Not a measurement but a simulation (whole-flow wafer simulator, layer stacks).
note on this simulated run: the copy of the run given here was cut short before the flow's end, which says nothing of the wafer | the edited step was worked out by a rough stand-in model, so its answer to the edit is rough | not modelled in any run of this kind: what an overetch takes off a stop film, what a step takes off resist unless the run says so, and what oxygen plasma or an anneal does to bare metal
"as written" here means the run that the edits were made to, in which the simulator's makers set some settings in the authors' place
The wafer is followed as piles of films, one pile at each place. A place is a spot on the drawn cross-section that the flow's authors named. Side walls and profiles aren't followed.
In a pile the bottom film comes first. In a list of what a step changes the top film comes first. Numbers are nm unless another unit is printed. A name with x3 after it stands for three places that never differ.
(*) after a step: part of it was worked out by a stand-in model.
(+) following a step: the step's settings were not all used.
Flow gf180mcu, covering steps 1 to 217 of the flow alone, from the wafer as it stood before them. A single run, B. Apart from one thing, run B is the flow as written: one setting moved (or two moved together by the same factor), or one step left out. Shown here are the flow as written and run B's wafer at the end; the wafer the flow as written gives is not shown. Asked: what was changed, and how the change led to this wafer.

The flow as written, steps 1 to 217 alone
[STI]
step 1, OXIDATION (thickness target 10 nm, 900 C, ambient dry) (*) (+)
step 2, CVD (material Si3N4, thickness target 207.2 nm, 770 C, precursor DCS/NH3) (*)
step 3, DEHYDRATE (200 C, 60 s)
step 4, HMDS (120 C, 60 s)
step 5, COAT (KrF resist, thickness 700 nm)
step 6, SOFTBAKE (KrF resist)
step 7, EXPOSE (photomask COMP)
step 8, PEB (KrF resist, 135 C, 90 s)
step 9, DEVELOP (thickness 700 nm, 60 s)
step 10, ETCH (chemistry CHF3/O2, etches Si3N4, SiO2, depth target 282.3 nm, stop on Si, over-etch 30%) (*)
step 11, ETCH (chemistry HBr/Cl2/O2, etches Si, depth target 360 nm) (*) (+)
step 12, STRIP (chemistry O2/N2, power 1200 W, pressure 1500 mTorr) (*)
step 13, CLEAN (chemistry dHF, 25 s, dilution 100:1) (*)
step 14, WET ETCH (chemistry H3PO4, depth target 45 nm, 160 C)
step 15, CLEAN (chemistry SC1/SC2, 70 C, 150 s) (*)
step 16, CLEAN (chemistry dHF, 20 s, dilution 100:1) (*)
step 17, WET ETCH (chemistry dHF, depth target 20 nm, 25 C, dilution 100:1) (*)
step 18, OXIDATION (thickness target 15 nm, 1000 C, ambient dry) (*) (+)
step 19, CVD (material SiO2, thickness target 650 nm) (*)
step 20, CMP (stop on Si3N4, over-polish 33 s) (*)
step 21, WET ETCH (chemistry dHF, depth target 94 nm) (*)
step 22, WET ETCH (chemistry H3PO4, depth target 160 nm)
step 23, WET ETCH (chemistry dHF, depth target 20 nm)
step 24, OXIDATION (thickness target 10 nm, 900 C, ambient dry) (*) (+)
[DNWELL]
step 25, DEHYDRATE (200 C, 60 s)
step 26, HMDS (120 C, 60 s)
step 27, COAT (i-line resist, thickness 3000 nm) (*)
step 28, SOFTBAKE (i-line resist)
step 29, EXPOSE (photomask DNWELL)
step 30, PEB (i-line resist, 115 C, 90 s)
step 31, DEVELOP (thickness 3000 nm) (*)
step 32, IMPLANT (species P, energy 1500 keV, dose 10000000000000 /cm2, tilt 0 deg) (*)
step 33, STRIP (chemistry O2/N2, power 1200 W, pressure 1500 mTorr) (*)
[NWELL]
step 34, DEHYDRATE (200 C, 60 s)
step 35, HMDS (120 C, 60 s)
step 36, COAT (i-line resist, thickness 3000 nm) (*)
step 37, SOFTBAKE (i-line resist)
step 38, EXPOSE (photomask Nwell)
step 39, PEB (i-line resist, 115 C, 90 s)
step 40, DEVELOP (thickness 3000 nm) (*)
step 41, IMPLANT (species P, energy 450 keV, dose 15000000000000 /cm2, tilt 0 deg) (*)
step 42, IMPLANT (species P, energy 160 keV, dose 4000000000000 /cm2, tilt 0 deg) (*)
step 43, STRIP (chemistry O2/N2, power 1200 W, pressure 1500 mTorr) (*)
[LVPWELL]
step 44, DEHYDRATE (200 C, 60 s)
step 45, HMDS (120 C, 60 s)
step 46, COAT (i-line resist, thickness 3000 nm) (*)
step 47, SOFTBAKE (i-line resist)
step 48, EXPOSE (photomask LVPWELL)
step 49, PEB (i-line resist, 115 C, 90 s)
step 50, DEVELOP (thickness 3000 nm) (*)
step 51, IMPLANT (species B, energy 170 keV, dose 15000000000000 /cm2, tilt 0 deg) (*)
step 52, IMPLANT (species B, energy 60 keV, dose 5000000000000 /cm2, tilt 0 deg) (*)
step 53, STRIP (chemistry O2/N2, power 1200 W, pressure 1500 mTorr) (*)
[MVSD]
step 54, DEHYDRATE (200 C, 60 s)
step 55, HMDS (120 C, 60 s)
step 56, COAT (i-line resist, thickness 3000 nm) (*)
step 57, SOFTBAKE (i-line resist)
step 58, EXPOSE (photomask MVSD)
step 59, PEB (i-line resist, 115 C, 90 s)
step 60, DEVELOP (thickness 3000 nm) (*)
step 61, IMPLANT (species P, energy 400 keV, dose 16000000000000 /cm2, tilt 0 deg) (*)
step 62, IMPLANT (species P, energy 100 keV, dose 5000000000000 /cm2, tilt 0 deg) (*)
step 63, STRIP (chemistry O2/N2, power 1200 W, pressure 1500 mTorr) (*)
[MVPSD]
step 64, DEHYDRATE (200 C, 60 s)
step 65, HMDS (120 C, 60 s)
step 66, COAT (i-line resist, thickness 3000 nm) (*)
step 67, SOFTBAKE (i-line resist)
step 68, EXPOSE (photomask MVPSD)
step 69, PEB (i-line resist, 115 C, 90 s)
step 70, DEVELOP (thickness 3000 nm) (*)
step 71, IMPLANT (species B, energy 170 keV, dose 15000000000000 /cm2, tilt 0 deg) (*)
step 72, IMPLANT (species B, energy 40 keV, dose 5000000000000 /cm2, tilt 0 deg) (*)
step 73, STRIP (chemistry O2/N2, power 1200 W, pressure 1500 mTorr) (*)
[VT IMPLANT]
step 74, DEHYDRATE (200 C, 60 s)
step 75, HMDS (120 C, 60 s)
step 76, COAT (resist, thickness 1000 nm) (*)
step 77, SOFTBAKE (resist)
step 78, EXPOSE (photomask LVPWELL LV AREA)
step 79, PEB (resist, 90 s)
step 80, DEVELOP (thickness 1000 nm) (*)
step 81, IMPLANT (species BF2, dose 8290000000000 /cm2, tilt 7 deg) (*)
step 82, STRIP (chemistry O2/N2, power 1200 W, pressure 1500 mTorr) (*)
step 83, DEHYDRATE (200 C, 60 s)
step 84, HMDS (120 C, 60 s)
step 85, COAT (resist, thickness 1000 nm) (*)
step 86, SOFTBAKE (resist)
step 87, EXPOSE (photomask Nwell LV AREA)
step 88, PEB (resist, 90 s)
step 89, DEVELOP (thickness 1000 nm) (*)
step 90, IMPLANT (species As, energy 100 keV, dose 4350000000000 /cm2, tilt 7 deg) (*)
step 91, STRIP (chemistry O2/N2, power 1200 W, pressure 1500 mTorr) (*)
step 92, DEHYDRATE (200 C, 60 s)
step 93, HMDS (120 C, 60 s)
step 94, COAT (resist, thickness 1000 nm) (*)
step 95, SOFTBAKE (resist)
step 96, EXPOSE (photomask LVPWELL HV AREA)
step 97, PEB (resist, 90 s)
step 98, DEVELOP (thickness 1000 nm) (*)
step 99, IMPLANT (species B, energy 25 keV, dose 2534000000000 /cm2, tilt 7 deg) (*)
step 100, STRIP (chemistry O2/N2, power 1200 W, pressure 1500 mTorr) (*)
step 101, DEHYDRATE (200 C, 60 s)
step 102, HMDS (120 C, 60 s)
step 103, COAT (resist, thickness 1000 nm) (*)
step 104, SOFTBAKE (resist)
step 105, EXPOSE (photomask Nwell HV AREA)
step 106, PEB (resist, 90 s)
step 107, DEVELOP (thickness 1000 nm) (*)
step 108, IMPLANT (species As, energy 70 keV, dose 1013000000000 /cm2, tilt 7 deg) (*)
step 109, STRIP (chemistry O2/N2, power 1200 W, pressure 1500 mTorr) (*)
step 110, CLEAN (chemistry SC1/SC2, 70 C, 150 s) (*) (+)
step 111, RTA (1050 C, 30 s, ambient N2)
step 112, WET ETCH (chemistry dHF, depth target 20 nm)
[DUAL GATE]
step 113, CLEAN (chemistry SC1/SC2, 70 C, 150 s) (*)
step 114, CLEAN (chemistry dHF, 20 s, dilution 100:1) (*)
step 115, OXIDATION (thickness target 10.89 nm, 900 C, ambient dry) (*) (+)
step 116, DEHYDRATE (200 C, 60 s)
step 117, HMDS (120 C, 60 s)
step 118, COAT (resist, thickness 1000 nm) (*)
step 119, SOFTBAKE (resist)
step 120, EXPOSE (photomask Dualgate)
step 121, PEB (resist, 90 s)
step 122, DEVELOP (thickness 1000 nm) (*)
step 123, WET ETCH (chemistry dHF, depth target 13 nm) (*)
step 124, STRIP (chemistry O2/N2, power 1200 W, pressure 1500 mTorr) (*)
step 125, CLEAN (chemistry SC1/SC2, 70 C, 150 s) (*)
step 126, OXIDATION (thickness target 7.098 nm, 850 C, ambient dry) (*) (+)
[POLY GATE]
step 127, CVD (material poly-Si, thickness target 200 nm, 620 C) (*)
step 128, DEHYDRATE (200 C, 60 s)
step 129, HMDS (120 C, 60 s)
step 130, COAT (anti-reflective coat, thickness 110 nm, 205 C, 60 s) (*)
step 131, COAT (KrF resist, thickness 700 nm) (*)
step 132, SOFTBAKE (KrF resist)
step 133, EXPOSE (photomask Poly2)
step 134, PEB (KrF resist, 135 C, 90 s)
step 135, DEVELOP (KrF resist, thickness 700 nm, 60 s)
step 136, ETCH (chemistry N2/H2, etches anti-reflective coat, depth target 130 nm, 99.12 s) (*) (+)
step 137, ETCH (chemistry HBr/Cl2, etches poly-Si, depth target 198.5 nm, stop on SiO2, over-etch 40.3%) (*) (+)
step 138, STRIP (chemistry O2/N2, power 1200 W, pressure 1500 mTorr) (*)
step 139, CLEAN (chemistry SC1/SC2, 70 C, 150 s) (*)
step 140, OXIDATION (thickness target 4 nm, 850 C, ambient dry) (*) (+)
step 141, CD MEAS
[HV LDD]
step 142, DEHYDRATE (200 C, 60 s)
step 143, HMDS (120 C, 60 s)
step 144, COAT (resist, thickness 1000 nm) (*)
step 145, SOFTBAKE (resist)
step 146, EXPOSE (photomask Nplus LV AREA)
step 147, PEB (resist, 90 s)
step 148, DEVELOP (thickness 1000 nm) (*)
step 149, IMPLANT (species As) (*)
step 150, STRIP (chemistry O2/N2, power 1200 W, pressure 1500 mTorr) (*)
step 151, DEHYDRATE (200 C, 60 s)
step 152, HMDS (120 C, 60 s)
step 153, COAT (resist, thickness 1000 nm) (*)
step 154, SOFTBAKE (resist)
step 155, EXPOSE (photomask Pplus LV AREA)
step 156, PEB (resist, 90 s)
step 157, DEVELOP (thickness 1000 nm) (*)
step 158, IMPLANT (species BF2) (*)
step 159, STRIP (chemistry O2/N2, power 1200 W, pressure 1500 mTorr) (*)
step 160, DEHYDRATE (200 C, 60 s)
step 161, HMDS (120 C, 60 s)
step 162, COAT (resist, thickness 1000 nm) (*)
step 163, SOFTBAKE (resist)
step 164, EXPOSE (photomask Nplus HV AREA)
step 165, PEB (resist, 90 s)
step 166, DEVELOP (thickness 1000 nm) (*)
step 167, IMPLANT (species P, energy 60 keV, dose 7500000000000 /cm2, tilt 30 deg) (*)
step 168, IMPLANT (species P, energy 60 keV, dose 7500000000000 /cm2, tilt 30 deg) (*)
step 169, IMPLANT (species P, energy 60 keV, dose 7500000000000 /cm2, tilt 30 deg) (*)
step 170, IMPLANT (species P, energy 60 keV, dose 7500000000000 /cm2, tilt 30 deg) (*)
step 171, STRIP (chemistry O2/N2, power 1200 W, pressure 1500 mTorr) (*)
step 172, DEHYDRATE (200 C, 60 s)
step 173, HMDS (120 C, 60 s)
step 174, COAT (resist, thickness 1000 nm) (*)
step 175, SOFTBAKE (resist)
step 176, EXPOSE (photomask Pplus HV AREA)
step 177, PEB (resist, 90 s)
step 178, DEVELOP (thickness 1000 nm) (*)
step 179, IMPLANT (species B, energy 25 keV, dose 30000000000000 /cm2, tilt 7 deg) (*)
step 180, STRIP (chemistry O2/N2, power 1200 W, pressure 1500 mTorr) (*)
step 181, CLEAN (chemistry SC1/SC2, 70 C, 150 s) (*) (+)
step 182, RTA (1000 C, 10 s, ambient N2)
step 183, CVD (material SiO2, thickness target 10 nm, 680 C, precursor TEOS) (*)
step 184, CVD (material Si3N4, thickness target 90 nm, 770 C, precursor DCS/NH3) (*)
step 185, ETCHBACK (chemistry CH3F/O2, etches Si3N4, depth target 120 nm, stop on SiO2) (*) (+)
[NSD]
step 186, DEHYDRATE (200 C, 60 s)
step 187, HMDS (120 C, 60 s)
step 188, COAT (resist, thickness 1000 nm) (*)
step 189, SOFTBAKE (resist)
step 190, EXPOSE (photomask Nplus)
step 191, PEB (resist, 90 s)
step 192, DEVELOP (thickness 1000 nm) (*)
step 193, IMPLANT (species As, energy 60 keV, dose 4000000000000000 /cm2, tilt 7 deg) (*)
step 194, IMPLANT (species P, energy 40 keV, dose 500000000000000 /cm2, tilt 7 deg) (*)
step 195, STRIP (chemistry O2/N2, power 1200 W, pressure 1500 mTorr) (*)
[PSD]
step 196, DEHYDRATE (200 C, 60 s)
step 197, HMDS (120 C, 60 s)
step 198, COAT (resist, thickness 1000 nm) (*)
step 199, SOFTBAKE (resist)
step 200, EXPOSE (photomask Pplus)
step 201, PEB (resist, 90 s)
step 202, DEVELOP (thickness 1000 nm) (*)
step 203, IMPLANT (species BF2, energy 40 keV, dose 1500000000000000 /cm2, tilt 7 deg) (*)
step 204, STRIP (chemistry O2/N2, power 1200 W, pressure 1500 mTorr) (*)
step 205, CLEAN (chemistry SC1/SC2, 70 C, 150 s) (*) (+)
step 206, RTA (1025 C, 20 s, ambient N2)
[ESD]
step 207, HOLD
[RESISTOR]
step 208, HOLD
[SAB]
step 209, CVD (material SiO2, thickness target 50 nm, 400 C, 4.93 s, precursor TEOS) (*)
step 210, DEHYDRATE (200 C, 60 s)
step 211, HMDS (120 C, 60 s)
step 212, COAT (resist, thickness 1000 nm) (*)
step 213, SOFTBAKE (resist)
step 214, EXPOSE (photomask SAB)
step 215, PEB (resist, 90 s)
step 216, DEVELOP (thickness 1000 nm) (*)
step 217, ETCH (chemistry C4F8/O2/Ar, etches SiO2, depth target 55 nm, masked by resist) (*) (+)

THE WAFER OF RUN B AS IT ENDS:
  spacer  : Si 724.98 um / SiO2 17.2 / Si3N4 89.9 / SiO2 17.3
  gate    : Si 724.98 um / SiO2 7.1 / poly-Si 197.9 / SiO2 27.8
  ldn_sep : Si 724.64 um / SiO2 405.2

What caused this: step 209, CVD: 7.21 s was run, though the flow has 4.93 s.

The path from the change to this, step by step:
  step 209, CVD (material SiO2, thickness target 50 nm, 400 C, 4.93 s, precursor TEOS) (*)
      field, field__w7, field__w8 and 73 more: SiO2 gains 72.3 (as written it would have been: SiO2 gains 50)
      field_sub, field_sub__w2, ld_drn_n, ld_sd_p: SiO2 gains 70.6 (as written it would have been: SiO2 gains 48.8)
      (and at 29 other places as well)
  step 217, ETCH (chemistry C4F8/O2/Ar, etches SiO2, depth target 55 nm, masked by resist) (*) (+)
      spacer: SiO2 loses 55 (as written it would have been: SiO2 loses 50 (all of it), Si3N4 loses 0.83)
